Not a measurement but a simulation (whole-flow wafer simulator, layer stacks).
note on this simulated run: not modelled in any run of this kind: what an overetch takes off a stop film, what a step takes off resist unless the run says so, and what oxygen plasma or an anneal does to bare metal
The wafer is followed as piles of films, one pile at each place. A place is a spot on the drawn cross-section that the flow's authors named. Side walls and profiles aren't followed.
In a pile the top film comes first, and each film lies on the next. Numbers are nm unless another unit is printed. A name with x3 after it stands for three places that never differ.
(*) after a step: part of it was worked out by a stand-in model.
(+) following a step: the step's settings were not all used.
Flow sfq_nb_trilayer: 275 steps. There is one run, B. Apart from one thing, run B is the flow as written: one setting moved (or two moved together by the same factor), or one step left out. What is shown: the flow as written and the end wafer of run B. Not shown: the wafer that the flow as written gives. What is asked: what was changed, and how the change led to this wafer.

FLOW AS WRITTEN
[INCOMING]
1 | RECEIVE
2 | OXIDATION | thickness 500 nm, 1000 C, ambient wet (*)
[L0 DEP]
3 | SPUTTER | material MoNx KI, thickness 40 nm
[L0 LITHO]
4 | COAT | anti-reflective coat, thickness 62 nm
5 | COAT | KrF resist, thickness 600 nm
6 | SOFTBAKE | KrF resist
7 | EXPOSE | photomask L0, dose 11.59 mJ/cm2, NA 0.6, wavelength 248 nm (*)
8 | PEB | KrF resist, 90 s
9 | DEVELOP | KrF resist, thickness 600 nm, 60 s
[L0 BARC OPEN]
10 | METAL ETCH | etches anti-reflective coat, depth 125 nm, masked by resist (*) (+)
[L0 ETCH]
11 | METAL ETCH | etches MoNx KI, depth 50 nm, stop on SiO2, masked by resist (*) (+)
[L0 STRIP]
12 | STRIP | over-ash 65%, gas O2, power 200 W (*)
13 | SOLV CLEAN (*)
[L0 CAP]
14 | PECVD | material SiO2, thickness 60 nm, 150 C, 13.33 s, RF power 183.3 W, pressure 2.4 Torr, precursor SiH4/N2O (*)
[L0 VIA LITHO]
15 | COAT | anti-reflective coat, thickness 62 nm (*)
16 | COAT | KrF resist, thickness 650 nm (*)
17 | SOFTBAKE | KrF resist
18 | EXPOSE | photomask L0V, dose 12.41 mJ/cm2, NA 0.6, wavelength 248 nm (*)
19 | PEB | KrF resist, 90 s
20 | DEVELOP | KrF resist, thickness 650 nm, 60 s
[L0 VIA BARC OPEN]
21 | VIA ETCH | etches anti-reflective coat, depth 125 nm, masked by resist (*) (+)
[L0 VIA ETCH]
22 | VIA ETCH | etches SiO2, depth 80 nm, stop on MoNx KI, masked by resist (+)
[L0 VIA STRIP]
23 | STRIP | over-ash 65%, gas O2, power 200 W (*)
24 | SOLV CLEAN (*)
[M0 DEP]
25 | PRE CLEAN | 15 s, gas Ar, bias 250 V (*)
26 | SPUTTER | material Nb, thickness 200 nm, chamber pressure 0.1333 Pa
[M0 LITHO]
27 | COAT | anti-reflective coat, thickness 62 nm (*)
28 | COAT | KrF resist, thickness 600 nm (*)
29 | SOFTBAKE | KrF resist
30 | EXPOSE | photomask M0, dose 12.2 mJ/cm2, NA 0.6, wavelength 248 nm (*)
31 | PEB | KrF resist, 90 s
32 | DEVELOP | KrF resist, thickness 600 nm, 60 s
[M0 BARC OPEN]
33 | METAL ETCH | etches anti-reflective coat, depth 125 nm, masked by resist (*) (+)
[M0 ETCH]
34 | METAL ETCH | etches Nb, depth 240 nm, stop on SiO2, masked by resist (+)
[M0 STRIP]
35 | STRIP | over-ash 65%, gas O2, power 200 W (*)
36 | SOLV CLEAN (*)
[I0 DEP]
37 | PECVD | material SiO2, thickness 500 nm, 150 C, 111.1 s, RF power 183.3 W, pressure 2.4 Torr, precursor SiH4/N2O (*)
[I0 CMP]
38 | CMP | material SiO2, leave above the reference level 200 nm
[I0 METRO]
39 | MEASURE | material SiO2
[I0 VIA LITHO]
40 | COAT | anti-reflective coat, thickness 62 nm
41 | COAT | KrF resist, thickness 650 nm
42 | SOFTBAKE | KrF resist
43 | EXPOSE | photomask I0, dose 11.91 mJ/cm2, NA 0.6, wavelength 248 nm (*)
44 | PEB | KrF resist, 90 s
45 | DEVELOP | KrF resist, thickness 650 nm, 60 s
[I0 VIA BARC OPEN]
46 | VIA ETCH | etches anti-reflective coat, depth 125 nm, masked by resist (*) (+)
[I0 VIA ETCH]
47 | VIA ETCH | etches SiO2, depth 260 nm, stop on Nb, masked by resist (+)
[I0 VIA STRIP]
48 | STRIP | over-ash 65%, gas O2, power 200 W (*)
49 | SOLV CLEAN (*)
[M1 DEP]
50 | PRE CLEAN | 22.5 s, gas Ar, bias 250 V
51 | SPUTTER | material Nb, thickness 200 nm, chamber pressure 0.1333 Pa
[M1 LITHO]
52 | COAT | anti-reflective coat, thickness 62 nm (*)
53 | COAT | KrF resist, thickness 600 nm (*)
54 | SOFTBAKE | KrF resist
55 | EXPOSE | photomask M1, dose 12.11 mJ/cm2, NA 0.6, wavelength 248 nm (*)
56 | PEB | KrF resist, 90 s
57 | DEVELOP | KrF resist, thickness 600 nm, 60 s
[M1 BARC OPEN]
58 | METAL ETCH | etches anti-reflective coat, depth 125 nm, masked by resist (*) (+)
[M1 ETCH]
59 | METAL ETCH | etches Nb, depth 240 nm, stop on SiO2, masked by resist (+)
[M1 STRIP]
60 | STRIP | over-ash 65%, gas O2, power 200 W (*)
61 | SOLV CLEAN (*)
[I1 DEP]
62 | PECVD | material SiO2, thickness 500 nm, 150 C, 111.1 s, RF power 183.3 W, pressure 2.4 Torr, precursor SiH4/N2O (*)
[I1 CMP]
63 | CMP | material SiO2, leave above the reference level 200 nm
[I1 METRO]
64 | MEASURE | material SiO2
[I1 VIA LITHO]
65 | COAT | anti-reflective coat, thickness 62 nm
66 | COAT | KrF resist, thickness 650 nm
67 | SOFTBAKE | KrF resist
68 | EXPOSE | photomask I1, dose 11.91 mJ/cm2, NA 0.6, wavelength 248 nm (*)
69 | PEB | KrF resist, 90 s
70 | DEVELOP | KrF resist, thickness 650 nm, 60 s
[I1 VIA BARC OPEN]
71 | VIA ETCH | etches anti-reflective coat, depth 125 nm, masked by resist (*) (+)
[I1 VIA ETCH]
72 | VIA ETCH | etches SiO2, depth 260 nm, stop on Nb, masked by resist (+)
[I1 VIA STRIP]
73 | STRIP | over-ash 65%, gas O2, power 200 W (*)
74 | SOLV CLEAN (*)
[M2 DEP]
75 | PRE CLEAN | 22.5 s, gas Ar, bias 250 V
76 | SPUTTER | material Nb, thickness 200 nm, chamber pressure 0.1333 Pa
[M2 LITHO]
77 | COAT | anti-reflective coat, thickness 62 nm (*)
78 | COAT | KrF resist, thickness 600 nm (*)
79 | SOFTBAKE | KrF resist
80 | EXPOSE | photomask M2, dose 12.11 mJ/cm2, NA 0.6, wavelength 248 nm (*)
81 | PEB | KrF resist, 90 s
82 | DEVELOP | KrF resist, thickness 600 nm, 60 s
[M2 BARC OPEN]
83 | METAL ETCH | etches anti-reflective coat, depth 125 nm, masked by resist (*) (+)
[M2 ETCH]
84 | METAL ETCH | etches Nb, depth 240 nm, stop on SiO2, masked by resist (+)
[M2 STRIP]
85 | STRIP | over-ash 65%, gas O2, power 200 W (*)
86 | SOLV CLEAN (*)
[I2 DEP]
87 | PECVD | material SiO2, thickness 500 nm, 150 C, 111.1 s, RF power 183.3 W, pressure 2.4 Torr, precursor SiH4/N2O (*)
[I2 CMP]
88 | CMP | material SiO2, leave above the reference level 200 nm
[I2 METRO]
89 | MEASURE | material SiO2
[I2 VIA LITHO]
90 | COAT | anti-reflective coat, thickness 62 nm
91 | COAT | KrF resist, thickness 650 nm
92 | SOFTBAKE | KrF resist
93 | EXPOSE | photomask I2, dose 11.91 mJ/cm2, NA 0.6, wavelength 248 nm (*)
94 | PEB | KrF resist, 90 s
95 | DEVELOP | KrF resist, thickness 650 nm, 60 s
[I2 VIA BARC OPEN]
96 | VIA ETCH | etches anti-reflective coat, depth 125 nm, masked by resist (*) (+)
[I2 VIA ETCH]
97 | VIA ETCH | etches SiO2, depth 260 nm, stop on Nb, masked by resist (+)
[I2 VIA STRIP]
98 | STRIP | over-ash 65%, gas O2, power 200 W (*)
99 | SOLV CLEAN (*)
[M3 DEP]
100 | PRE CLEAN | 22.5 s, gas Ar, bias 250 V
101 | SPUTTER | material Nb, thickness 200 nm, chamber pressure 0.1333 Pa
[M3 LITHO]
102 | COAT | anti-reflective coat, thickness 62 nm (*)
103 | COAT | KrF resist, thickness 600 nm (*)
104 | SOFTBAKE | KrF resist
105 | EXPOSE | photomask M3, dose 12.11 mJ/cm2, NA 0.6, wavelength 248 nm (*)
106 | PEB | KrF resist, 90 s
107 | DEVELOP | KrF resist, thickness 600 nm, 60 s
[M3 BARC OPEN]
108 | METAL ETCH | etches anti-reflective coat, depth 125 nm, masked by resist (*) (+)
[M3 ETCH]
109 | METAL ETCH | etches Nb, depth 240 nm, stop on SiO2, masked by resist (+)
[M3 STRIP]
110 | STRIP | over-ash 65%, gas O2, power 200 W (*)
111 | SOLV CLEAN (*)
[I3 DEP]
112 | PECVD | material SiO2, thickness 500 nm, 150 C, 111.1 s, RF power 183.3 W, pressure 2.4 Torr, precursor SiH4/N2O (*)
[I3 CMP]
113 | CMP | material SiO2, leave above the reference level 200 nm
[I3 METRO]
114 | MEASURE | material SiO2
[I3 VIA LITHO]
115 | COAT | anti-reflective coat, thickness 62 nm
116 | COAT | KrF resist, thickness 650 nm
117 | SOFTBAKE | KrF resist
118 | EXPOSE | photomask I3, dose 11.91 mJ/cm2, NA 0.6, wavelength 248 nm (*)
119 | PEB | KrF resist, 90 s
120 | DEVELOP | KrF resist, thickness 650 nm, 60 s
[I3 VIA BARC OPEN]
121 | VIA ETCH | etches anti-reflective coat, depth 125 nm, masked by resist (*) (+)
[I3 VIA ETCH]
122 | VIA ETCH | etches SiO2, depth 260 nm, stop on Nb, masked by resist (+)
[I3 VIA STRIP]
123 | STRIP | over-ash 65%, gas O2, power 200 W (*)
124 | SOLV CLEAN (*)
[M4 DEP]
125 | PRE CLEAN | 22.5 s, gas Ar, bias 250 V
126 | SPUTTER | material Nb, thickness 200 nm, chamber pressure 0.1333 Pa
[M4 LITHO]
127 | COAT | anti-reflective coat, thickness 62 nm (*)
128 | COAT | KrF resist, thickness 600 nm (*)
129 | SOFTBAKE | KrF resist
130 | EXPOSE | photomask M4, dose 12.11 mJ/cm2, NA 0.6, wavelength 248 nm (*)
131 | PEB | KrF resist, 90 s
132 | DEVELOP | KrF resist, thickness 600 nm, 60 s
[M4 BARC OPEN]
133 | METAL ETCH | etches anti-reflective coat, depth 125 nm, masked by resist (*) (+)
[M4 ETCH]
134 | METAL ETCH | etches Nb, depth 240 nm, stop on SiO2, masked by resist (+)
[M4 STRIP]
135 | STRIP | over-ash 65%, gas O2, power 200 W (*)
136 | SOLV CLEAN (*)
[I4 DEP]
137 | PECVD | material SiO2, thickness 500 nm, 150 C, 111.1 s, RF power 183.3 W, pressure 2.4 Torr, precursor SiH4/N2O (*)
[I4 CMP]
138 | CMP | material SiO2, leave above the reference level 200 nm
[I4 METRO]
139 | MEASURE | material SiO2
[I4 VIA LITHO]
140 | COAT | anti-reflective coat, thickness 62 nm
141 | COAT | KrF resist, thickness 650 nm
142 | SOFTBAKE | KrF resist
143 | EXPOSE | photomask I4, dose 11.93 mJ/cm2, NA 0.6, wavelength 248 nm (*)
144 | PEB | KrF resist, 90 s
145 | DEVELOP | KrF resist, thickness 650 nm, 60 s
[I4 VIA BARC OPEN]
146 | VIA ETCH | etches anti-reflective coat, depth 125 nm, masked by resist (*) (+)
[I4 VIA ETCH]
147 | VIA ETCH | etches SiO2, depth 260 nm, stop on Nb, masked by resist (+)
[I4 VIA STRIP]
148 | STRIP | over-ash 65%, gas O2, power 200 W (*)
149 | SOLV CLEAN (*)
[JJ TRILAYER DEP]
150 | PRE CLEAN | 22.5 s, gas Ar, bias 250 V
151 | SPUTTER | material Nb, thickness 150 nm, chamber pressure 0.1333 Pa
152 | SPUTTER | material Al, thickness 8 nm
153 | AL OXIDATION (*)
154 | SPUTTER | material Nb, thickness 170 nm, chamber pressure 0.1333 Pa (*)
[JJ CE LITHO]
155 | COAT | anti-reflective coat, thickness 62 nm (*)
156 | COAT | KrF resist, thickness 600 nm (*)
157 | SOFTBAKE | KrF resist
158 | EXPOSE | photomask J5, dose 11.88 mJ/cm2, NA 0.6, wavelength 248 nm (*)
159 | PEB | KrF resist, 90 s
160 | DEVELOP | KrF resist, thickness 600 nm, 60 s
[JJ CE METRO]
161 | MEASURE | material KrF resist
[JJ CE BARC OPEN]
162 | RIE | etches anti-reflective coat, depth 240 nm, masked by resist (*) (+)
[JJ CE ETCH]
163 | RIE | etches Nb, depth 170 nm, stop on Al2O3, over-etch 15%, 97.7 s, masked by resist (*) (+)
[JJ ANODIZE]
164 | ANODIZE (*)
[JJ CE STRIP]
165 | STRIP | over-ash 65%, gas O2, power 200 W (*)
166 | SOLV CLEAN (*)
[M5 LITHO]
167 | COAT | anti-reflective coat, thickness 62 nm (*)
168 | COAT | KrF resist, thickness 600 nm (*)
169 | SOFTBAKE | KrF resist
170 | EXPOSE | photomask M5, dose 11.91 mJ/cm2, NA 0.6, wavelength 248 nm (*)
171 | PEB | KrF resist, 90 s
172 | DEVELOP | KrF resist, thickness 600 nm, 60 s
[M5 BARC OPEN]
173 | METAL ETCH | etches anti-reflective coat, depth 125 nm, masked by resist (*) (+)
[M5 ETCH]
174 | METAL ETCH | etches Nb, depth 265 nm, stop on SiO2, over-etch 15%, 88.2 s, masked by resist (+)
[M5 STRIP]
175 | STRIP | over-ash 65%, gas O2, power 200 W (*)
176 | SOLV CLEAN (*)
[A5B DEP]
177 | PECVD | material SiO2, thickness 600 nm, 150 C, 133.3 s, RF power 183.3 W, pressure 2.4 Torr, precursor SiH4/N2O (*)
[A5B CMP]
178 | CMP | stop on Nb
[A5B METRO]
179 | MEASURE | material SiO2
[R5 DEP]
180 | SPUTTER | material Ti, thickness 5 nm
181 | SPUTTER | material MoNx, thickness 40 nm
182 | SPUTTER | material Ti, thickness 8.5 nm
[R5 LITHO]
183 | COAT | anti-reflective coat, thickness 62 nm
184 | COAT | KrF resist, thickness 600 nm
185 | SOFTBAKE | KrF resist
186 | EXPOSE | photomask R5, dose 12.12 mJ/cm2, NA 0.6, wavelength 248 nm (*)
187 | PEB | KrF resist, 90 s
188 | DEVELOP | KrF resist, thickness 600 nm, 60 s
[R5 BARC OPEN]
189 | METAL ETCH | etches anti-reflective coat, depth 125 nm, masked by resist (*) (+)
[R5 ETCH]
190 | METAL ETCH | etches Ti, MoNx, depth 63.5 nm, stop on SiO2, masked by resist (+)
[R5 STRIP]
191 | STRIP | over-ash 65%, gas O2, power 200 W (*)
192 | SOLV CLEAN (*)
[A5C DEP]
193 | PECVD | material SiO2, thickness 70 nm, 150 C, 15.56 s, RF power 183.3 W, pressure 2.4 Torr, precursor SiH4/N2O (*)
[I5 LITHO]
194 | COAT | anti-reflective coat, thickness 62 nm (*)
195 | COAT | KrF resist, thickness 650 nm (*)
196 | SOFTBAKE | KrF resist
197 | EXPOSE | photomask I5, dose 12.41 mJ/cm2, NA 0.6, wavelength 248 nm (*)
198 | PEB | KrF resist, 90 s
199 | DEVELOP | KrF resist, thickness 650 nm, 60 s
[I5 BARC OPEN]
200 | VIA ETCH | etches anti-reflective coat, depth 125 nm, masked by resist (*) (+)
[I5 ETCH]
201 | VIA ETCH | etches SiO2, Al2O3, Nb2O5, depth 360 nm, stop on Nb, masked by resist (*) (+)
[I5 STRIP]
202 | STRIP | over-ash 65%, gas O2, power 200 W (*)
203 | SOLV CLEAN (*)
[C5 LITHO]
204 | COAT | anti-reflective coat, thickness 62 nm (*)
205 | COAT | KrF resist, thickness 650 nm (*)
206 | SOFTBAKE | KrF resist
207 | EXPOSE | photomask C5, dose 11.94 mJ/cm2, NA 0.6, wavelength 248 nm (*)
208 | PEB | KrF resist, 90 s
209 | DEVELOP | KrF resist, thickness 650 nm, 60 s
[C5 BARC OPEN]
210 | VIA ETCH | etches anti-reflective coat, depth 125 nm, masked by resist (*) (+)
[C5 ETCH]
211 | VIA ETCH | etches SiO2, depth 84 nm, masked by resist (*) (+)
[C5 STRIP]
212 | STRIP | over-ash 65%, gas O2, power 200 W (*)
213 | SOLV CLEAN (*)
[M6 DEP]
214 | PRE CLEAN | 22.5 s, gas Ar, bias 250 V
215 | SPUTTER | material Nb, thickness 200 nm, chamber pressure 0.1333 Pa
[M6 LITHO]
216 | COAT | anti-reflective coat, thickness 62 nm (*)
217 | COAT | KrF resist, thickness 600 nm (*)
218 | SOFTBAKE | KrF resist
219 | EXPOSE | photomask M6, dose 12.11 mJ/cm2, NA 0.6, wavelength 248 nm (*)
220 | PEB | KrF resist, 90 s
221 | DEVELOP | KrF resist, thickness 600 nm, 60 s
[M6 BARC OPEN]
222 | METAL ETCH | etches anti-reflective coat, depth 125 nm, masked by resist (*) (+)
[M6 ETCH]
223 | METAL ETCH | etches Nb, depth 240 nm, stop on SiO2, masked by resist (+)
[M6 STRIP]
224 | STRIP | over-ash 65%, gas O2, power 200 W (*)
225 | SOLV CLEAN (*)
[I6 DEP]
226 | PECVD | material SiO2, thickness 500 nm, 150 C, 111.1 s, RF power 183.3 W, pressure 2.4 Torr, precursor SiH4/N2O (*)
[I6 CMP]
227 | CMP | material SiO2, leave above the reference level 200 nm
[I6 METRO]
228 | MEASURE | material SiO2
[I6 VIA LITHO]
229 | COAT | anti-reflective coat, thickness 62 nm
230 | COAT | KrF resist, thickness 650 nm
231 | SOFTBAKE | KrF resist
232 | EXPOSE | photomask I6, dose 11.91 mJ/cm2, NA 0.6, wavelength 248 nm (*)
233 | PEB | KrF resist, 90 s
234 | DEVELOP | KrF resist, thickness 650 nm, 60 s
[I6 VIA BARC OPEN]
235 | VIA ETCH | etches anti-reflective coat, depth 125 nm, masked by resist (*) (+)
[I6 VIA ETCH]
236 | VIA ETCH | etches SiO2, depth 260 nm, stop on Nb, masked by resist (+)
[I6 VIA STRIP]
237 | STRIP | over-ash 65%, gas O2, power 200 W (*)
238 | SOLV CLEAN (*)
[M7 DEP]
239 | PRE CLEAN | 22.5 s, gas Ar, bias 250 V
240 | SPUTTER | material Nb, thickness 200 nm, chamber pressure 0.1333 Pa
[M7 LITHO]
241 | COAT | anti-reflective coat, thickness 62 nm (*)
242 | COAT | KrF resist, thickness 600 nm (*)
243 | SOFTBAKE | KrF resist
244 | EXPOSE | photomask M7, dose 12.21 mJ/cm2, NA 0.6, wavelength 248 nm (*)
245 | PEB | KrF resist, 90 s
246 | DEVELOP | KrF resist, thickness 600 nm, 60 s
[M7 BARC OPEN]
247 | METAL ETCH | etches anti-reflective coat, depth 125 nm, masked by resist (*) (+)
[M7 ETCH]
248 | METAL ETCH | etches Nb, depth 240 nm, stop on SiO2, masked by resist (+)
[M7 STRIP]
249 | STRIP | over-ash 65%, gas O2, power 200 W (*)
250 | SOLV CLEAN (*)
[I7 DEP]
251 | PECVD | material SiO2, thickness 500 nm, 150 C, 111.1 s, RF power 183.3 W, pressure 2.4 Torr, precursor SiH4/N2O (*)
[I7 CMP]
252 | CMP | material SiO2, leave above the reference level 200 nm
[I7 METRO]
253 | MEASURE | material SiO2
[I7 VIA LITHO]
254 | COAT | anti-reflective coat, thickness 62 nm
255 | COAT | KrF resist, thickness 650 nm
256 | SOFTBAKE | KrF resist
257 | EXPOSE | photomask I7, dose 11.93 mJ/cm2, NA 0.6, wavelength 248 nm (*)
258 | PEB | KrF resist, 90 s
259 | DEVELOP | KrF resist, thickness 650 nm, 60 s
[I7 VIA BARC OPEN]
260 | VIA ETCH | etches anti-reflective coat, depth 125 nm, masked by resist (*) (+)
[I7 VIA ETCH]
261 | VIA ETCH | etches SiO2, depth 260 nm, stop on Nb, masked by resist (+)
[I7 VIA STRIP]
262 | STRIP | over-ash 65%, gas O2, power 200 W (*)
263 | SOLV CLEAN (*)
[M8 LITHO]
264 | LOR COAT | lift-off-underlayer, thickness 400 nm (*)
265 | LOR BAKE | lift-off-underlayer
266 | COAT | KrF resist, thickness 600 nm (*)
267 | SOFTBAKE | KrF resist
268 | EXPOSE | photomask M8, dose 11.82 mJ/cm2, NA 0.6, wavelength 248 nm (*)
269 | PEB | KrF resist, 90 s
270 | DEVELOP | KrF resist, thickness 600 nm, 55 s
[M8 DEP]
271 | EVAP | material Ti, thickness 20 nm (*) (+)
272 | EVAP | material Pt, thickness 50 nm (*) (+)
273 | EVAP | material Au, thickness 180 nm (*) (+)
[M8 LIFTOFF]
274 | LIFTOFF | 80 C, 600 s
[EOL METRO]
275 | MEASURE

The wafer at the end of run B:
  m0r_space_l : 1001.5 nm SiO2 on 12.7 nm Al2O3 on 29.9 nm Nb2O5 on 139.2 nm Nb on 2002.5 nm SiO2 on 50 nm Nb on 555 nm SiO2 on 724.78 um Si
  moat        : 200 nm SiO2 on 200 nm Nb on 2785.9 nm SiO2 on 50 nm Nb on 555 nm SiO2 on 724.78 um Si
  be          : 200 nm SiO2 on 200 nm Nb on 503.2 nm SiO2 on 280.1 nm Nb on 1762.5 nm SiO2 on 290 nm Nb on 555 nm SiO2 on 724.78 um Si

What caused this: step 26, SPUTTER: thickness 290 nm was run, whereas the flow has thickness 200 nm.
The wafer itself shows it: be has Nb 290, and step 26 as written asks for 200 nm.

Step by step, how the change led to this:
  26 | SPUTTER | material Nb, thickness 200 nm, chamber pressure 0.1333 Pa
      field_l, v_sur, via_wl and 102 more: Nb gains 290 (new film) (in the flow as written it would be: Nb gains 200 (new film))
      l0v: Nb gains 286 (new film) (in the flow as written it would be: Nb gains 195.7 (new film))
  34 | METAL ETCH | etches Nb, depth 240 nm, stop on SiO2, masked by resist (+)
      moat, m0r_space_l, m0r_space_r: Nb loses 240 (in the flow as written it would be: Nb loses 200 (all of it))
  37 | PECVD | material SiO2, thickness 500 nm, 150 C, 111.1 s, RF power 183.3 W, pressure 2.4 Torr, precursor SiH4/N2O (*)
      moat, m0r_space_l, m0r_space_r: SiO2 gains 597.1 (new film) (in the flow as written it would be: SiO2 gains 557.1)
Taking metal films that touch as one body, m0r_space_l has 2 bodies (between them, from the top down: SiO2 2002.5); the flow as written gives 1 body.
Taking metal films that touch as one body, moat has 2 bodies (between them, from the top down: SiO2 2785.9); the flow as written gives 1 body.
